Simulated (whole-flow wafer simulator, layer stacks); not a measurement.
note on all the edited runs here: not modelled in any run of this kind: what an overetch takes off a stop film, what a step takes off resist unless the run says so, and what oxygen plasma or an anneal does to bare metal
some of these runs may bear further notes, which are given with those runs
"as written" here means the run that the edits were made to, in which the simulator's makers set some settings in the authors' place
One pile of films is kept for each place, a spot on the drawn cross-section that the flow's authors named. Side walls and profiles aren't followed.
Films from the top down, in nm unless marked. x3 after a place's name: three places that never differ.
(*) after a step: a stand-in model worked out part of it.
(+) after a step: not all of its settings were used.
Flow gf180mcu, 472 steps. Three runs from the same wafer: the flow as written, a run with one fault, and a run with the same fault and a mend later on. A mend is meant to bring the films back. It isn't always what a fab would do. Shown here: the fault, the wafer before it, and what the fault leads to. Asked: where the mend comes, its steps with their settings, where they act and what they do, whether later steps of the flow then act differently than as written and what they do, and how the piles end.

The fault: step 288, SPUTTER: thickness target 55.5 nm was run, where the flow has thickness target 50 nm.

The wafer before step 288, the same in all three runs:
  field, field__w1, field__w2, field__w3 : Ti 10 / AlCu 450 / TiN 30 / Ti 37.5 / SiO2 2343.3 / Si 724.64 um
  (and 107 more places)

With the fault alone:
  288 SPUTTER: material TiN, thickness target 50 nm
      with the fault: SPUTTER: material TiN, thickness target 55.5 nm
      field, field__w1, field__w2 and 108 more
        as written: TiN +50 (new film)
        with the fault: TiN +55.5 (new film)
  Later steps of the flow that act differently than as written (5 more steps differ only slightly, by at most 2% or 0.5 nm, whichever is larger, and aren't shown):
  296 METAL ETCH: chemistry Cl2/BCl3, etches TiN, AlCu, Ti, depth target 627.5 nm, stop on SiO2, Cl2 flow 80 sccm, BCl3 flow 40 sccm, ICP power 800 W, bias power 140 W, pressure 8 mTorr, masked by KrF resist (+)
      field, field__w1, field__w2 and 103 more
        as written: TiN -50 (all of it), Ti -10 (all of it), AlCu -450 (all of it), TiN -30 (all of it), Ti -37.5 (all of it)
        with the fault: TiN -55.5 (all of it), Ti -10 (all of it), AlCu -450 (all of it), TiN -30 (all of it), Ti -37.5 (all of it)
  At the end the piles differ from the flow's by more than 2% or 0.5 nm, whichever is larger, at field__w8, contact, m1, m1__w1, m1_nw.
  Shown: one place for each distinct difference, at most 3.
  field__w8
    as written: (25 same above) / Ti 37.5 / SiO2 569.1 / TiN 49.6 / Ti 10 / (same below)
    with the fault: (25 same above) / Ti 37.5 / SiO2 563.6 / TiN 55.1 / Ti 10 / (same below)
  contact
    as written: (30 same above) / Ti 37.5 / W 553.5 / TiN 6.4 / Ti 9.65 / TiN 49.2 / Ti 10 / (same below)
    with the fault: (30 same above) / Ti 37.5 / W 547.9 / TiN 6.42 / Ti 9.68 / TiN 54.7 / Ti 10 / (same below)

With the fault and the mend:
  The mend comes after step 295.
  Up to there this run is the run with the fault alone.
  295a STRIP: chemistry O2/N2, power 2160 W, pressure 1700 mTorr (*)
      field__w8, contact, m1, m1__w1, m1_nw
        KrF resist -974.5 (all of it)
  295b METAL ETCH: chemistry Cl2/BCl3, etches TiN, AlCu, Ti, depth target 5.5 nm, Cl2 flow 80 sccm, BCl3 flow 40 sccm, ICP power 800 W, bias power 140 W, pressure 8 mTorr (the flow's step 260 once more, with other settings)
      field, field__w1, field__w2 and 108 more
        TiN -5.5
  295c HMDS: 120 C, 60 s (the flow's step 290 once more)
      changes no film at any place that is followed
  295d COAT: KrF resist, thickness 1000 nm (the flow's step 291 once more)
      field, field__w1, field__w2 and 108 more
        KrF resist +1000 (new film)
  295e SOFTBAKE: KrF resist (the flow's step 292 once more)
      changes no film at any place that is followed
  295f EXPOSE: photomask Metal2 (the flow's step 293 once more)
      changes no film at any place that is followed
  295g PEB: KrF resist, 135 C, 90 s (the flow's step 294 once more)
      field, field__w1, field__w2 and 108 more
        KrF resist -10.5
  295h DEVELOP: thickness 1000 nm, 60 s (the flow's step 295 once more)
      field, field__w1, field__w2 and 103 more
        KrF resist -989.5 (all of it)
      field__w8, contact, m1, m1__w1, m1_nw
        KrF resist -14.9
  No later step of the flow acts differently than as written at any place that is followed.
  At the end the piles are the same as the flow's at every place that both follow.
